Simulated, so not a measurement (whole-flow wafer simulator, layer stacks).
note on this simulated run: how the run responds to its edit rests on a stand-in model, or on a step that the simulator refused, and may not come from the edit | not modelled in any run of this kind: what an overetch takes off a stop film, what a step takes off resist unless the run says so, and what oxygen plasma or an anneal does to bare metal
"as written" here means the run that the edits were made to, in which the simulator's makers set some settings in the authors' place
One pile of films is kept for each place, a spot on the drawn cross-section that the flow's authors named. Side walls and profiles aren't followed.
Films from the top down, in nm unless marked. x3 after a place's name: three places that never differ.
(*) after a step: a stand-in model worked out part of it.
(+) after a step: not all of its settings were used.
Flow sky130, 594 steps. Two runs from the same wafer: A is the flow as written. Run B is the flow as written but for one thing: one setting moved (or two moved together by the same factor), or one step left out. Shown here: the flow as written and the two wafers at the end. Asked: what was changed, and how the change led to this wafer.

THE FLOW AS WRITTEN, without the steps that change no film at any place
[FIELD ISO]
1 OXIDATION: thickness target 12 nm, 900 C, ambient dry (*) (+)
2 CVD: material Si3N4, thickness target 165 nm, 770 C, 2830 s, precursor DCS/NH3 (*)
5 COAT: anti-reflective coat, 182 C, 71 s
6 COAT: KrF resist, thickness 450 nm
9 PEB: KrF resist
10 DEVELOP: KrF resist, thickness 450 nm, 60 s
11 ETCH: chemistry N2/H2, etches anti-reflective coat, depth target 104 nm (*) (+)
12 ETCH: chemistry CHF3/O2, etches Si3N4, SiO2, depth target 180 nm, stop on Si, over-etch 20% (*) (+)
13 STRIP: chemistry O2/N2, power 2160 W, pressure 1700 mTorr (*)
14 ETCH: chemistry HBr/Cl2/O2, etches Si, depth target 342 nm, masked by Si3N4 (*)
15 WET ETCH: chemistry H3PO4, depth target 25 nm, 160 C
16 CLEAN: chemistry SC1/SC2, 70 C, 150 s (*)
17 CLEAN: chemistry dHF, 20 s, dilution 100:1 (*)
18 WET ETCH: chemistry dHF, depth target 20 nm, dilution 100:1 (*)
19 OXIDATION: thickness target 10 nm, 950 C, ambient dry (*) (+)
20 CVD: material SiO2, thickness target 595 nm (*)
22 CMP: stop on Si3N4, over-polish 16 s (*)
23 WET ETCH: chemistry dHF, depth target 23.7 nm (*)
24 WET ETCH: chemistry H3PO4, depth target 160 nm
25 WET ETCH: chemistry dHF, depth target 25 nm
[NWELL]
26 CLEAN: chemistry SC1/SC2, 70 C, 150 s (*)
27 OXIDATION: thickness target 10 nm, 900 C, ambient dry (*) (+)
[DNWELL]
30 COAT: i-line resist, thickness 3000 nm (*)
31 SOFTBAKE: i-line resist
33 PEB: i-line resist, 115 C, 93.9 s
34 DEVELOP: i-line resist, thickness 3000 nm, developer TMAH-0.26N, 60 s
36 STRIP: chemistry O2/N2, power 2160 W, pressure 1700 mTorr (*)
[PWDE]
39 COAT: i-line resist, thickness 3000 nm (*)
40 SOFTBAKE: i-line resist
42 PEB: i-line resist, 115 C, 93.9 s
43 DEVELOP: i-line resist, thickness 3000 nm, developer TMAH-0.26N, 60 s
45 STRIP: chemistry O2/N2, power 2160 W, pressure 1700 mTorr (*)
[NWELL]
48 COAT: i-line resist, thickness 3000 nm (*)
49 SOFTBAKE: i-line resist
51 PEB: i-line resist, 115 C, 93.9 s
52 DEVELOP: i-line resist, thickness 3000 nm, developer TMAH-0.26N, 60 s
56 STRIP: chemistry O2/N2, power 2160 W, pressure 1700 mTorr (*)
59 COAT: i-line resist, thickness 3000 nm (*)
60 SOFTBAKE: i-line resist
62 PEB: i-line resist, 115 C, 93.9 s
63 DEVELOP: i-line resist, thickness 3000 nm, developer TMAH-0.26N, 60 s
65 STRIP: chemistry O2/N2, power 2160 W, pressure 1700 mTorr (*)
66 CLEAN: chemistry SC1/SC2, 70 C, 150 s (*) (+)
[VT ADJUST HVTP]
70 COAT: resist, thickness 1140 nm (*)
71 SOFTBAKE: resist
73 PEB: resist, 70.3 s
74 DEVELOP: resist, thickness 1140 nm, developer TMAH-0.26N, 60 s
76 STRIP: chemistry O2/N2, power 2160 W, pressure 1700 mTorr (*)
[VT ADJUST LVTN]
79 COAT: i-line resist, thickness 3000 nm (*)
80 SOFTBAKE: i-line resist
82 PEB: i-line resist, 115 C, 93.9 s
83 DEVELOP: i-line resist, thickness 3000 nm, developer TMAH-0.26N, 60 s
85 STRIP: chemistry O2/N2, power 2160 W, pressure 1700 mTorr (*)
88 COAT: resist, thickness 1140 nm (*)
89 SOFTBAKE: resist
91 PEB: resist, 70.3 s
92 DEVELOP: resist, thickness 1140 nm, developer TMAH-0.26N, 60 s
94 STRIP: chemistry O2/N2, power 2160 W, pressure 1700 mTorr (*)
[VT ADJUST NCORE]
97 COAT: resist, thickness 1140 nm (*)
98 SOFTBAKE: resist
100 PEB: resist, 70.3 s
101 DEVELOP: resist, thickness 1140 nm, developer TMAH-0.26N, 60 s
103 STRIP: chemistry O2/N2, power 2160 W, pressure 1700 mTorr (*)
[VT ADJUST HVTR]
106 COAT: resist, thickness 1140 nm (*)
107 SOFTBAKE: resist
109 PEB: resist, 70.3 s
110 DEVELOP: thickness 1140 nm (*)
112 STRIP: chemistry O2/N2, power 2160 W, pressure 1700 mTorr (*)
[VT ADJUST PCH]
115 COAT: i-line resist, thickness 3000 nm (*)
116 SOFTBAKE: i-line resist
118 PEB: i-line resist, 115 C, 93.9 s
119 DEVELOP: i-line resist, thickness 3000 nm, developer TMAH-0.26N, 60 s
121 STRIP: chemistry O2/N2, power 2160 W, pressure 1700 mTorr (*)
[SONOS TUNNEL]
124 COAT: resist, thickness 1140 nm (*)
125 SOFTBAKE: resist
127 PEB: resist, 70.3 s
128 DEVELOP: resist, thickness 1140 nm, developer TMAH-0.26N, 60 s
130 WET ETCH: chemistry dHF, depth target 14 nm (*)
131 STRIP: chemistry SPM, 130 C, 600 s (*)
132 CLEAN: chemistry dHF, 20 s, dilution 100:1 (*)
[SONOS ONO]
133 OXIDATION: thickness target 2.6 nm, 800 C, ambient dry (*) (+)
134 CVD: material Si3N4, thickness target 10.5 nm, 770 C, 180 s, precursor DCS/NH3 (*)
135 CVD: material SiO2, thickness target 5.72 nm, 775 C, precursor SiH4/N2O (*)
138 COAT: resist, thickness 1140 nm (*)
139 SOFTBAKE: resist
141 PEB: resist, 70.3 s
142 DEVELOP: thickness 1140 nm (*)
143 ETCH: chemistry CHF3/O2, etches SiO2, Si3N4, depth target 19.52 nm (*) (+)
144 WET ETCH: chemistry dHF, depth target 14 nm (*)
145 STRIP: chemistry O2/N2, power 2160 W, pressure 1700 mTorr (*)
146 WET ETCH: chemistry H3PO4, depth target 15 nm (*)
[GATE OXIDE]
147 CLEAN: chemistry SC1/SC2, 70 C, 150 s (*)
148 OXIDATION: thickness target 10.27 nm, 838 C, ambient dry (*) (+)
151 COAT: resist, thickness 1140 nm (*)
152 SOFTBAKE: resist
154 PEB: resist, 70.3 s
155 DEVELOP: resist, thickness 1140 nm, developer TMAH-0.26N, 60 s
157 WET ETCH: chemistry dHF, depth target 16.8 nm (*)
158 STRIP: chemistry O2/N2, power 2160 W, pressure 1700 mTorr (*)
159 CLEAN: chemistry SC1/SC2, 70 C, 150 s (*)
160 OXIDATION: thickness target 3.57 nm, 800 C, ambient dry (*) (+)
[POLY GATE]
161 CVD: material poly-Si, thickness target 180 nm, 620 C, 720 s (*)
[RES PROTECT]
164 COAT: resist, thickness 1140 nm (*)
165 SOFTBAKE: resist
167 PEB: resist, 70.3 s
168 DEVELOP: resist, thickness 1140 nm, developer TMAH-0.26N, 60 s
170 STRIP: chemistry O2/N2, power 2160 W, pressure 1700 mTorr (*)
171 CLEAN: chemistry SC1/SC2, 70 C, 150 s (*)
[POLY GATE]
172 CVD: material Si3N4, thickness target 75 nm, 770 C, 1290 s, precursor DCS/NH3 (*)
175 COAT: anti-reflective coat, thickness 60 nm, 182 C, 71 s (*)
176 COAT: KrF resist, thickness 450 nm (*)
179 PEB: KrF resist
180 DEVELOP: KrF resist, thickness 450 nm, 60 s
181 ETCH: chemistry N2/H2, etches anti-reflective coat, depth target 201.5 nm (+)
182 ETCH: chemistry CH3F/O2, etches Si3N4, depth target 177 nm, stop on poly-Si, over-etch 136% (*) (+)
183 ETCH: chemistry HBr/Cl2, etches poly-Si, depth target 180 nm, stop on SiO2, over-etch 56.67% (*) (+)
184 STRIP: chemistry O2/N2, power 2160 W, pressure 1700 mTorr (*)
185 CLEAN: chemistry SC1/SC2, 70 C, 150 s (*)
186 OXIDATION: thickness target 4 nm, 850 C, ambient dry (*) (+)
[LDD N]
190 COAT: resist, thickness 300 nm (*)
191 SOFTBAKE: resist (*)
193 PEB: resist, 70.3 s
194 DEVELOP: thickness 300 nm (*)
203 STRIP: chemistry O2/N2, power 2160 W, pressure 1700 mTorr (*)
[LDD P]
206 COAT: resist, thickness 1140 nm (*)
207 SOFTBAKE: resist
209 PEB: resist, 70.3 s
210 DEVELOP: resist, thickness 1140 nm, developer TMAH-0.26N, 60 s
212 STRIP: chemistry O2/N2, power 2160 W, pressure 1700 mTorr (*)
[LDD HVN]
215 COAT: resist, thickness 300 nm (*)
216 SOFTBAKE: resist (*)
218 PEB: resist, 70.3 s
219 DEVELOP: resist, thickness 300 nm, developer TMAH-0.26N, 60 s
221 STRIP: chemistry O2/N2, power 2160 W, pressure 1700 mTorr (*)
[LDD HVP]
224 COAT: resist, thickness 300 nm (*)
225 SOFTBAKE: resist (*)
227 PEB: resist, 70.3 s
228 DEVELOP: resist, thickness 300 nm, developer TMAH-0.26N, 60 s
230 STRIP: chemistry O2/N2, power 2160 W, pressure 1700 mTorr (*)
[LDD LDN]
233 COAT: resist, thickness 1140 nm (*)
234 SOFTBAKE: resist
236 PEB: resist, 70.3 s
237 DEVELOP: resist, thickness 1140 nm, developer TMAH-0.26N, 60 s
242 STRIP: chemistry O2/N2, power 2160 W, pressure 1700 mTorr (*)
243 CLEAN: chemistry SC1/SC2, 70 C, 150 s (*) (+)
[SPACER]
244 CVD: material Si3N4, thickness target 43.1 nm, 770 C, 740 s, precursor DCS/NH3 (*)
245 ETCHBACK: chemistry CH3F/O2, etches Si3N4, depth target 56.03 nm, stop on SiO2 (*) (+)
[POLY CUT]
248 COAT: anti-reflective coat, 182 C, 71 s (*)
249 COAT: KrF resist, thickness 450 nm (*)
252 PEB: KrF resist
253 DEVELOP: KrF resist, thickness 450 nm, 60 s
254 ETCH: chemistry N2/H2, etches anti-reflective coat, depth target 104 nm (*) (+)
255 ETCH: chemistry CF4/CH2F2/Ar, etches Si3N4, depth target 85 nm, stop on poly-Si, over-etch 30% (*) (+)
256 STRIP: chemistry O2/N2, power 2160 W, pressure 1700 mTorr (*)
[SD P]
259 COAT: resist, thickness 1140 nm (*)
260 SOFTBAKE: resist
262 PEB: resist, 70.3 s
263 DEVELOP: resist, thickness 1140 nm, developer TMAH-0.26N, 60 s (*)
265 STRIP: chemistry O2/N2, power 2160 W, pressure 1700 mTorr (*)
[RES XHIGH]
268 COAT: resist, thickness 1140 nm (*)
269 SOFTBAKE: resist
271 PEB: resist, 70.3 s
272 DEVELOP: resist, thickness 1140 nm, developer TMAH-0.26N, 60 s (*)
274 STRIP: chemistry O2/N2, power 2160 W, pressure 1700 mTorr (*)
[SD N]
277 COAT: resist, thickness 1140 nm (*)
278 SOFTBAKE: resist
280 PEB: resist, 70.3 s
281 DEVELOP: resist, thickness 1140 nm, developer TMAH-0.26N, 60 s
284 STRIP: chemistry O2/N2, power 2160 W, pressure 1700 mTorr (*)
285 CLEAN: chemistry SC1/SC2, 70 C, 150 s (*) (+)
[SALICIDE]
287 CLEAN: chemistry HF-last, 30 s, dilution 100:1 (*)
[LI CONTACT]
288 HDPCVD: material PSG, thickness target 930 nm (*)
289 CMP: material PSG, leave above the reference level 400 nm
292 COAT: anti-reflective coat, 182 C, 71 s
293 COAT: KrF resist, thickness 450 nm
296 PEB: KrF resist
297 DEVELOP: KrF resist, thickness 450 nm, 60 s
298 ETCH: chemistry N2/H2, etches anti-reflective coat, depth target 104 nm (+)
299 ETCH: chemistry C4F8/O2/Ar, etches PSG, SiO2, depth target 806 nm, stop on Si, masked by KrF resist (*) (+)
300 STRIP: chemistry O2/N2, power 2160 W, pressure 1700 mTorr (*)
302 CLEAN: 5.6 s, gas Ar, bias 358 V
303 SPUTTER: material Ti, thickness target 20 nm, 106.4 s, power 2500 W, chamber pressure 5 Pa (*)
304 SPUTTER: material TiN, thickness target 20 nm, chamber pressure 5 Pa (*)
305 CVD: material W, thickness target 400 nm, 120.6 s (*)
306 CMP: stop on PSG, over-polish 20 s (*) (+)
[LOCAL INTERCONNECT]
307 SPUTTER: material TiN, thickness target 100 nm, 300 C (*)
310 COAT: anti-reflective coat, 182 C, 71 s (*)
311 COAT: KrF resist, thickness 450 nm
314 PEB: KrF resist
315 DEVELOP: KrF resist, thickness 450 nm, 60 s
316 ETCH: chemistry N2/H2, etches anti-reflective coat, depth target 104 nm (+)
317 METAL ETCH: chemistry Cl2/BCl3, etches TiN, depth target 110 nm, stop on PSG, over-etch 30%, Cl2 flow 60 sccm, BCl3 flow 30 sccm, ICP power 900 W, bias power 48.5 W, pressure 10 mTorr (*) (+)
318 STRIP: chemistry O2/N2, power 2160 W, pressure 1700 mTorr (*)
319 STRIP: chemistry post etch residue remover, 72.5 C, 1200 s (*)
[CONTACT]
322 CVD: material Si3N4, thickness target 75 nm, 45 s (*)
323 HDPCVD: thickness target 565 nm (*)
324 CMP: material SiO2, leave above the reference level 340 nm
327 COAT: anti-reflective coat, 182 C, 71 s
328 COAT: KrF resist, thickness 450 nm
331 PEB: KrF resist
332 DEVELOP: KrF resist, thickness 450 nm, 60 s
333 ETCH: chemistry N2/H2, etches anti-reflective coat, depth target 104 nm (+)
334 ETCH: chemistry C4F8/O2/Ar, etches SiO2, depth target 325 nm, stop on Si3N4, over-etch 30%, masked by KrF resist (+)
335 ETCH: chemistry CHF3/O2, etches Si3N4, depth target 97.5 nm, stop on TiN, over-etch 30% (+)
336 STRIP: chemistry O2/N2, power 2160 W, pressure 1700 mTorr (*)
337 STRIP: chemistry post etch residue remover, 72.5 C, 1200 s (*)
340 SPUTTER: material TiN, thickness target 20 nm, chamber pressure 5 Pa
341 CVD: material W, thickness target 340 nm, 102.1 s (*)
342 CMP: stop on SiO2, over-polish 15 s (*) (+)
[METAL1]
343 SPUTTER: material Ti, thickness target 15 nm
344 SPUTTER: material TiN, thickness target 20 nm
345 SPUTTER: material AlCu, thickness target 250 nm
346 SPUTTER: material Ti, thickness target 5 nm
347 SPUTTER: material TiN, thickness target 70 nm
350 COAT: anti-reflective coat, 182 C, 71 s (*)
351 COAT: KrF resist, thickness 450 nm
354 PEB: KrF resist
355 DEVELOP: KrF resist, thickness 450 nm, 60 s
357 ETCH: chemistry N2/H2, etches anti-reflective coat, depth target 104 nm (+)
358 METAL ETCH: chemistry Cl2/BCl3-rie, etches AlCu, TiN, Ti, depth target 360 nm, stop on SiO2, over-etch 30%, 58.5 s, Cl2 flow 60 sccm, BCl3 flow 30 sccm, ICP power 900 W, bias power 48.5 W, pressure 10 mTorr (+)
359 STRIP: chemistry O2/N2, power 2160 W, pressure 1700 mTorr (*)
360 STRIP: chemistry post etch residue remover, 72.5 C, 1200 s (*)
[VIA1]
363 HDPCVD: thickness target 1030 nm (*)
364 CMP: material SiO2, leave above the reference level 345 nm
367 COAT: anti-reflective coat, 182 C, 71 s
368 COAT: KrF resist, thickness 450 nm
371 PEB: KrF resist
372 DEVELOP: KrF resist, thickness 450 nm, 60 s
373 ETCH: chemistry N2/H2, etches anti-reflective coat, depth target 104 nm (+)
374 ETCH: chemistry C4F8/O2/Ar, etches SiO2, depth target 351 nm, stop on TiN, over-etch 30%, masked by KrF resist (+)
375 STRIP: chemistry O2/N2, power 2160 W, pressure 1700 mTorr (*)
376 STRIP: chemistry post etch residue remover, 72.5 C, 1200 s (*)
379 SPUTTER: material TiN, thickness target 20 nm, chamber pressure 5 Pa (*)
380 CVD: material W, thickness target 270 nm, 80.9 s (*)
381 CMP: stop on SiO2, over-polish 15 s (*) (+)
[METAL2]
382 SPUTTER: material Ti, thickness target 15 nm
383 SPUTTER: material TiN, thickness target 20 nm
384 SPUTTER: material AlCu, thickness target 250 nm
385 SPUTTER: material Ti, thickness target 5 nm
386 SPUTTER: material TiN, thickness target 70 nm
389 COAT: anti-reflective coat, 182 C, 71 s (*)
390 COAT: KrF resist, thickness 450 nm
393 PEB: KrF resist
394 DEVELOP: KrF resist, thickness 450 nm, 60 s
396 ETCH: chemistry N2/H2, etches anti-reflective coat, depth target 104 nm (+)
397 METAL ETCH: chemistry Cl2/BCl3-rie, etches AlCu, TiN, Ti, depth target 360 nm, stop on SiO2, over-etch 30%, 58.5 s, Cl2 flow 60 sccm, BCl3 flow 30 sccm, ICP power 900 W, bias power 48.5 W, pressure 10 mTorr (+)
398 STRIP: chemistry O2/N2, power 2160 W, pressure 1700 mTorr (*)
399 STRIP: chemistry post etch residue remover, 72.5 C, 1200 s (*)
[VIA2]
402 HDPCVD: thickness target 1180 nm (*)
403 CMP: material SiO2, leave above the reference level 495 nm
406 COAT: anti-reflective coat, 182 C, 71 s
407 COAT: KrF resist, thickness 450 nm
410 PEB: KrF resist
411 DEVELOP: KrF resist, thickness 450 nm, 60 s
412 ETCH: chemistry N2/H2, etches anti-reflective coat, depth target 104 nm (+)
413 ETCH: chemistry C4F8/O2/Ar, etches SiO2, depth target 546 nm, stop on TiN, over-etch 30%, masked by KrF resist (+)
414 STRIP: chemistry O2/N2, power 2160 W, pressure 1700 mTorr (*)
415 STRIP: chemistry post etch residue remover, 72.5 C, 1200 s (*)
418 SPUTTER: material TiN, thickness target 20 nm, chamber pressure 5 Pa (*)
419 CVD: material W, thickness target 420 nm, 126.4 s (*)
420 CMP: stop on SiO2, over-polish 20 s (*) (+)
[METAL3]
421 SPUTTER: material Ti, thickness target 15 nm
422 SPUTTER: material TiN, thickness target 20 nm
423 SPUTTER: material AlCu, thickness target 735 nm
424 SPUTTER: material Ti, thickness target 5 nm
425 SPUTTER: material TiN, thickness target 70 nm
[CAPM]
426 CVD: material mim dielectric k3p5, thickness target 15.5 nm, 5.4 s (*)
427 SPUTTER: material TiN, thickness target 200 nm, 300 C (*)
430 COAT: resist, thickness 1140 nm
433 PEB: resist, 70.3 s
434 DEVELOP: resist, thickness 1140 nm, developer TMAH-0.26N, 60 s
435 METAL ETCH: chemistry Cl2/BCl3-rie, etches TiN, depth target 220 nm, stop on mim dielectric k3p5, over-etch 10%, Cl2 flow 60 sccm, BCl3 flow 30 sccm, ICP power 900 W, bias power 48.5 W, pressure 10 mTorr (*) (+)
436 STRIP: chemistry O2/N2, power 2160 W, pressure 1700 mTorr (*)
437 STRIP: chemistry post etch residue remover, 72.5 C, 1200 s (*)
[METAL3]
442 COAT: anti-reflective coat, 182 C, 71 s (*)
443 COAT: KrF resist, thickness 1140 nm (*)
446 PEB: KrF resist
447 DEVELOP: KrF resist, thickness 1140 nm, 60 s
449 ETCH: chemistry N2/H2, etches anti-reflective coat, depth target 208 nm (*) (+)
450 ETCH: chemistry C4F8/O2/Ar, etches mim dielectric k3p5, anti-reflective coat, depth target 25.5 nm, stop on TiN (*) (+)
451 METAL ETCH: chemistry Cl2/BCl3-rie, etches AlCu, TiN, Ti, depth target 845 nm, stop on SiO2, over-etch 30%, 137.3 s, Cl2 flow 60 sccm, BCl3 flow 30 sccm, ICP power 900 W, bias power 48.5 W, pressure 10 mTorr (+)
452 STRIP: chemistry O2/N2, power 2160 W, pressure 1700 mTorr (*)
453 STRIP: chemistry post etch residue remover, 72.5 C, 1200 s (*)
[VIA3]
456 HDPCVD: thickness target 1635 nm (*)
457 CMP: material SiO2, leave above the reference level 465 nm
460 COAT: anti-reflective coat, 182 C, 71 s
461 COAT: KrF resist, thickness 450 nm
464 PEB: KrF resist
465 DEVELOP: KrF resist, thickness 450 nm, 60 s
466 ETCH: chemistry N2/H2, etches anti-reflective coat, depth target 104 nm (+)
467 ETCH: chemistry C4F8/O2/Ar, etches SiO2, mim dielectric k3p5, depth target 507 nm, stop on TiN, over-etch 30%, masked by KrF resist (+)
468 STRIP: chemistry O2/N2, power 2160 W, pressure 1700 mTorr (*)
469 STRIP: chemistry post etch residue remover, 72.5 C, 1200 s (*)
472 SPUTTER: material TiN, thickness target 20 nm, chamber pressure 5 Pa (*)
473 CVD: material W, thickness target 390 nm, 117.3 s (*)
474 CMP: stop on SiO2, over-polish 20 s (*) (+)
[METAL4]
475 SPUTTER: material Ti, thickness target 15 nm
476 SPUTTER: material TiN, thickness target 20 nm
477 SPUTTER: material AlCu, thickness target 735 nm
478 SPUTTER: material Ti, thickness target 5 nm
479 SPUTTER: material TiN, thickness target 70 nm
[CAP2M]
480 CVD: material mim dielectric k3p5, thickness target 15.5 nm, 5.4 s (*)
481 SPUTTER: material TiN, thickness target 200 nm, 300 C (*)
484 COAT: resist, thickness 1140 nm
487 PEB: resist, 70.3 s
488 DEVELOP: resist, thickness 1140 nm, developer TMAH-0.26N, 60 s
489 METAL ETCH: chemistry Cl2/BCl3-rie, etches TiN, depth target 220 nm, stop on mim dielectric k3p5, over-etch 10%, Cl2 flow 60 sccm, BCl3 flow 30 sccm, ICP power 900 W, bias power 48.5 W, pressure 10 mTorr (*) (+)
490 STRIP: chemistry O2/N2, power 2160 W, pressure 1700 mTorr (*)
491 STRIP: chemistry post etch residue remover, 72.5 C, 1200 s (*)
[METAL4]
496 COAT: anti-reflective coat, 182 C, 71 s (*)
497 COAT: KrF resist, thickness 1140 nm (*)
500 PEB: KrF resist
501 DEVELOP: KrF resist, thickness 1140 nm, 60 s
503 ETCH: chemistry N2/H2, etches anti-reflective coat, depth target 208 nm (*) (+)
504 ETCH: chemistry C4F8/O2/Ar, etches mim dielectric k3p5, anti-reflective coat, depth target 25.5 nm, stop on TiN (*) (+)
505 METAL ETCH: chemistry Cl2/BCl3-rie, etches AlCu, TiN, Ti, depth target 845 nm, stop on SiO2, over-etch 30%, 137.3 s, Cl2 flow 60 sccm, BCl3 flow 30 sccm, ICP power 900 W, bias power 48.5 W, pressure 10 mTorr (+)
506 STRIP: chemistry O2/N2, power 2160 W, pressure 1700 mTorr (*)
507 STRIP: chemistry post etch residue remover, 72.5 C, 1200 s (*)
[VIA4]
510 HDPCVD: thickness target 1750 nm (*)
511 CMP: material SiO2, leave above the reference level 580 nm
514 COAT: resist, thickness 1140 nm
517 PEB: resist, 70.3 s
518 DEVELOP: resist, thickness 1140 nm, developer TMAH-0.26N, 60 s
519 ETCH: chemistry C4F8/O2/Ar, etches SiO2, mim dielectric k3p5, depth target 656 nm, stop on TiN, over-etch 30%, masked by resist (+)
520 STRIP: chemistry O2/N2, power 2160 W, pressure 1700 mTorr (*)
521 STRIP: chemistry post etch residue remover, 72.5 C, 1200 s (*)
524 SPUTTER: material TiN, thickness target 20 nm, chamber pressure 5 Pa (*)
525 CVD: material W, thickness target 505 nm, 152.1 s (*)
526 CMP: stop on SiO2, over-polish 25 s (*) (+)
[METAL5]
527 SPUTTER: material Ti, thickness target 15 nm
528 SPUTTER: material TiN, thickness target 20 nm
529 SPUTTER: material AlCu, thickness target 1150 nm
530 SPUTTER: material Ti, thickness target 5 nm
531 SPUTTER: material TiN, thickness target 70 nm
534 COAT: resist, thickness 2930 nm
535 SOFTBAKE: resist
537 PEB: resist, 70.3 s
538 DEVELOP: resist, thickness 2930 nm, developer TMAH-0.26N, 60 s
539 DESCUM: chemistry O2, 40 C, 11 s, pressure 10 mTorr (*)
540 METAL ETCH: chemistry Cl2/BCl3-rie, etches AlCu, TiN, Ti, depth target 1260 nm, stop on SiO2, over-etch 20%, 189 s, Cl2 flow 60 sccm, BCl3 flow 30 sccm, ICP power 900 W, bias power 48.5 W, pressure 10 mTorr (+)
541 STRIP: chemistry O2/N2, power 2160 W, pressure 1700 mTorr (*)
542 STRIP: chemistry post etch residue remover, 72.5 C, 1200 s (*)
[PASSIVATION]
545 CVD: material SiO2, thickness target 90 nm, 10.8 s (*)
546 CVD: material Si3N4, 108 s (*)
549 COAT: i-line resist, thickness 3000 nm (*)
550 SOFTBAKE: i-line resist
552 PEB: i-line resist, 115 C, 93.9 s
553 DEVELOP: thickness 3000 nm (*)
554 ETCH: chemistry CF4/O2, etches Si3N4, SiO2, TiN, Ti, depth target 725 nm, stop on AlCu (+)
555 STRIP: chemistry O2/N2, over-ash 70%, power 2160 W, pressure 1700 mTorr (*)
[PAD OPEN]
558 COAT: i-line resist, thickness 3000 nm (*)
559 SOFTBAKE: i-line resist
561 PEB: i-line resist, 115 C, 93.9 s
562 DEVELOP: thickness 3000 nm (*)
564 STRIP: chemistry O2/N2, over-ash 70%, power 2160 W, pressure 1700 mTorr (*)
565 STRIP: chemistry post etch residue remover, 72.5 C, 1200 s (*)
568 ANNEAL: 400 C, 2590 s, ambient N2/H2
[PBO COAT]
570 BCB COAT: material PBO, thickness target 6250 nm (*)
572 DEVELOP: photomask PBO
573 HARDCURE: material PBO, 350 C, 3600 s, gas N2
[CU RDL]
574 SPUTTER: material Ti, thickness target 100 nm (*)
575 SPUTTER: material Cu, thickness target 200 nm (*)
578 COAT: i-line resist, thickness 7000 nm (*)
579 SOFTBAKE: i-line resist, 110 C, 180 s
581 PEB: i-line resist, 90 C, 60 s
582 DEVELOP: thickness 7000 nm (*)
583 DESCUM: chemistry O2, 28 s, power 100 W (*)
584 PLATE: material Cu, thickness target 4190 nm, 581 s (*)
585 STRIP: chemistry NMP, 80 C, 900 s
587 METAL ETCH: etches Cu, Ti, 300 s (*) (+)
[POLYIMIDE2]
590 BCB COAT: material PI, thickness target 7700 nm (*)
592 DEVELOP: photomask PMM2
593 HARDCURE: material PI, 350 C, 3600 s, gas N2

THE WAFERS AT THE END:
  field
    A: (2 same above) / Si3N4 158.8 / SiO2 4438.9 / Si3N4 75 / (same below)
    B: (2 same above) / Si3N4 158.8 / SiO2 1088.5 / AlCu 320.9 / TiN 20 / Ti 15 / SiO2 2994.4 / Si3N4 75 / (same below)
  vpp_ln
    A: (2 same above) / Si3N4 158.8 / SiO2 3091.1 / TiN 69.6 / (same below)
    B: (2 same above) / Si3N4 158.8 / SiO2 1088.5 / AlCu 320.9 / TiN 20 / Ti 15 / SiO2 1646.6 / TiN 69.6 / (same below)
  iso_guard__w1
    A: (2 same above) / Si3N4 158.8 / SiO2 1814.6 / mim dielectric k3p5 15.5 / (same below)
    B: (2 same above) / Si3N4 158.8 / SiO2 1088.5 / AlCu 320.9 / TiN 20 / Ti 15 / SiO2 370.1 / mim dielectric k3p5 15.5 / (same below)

The cause: step 505, METAL ETCH: depth target 371.8 nm was run, where the flow has depth target 845 nm; step 505, METAL ETCH: 60.4 s was run, where the flow has 137.3 s.

How the change led to this, step by step:
  505 METAL ETCH: chemistry Cl2/BCl3-rie, etches AlCu, TiN, Ti, depth target 845 nm, stop on SiO2, over-etch 30%, 137.3 s, Cl2 flow 60 sccm, BCl3 flow 30 sccm, ICP power 900 W, bias power 48.5 W, pressure 10 mTorr (+)
      field, gate, spacer and 68 more: A TiN -70 (all of it), Ti -5 (all of it), AlCu -735 (all of it), TiN -20 (all of it), Ti -15 (all of it), SiO2 -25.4 | B TiN -70 (all of it), Ti -5 (all of it), AlCu -408.3
      active, vpp_iso1, mim_edge_plate and 14 more: A TiN -70 (all of it), Ti -5 (all of it), AlCu -735 (all of it), TiN -20 (all of it), Ti -15 (all of it), SiO2 -25.3 | B TiN -70 (all of it), Ti -5 (all of it), AlCu -408.3
      (and at 105 more places)
  506 STRIP: chemistry O2/N2, power 2160 W, pressure 1700 mTorr (*)
      gate_hv, mim, dice_street and 76 more: A KrF resist -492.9 (all of it), anti-reflective coat -80 (all of it) | B KrF resist -800.5 (all of it), anti-reflective coat -80 (all of it)
      n_well, p_well, sd_n, sd_p, pad, mim_edge_plate_strap, mim_edge_gap_sheet: A KrF resist -492.9 (all of it), anti-reflective coat -80 (all of it) | B KrF resist -800.4 (all of it), anti-reflective coat -80 (all of it)
      (and at 19 more places)
  507 STRIP: chemistry post etch residue remover, 72.5 C, 1200 s (*)
      field, active, gate and 85 more: A nothing | B AlCu -5.72
  510 HDPCVD: thickness target 1750 nm (*)
      field, active, gate and 85 more: A SiO2 +1750 | B SiO2 +1750 (new film)
  511 CMP: material SiO2, leave above the reference level 580 nm
      field, active, gate and 77 more: A SiO2 -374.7 | B SiO2 -755.9
      iso_guard__w1, mim_edge_gap, vpp_l1ln, vpp_m3ln, rpm_encl, via2_enc, rpm_encl_psd, iso_guard_nsd_tip: A SiO2 -374.6 | B SiO2 -755.9
Counting metal films that touch as one body, field has 1 body; the flow as written gives 0 bodies.
Counting metal films that touch as one body, vpp_ln has 3 bodies (between them, from the top down: SiO2 1646.6; SiO2 267.2); the flow as written gives 2 bodies (between them, from the top down: SiO2 267.2).
Counting metal films that touch as one body, iso_guard__w1 has 2 bodies (between them, from the top down: SiO2 370.1 / mim dielectric k3p5 15.5); the flow as written gives 1 body.
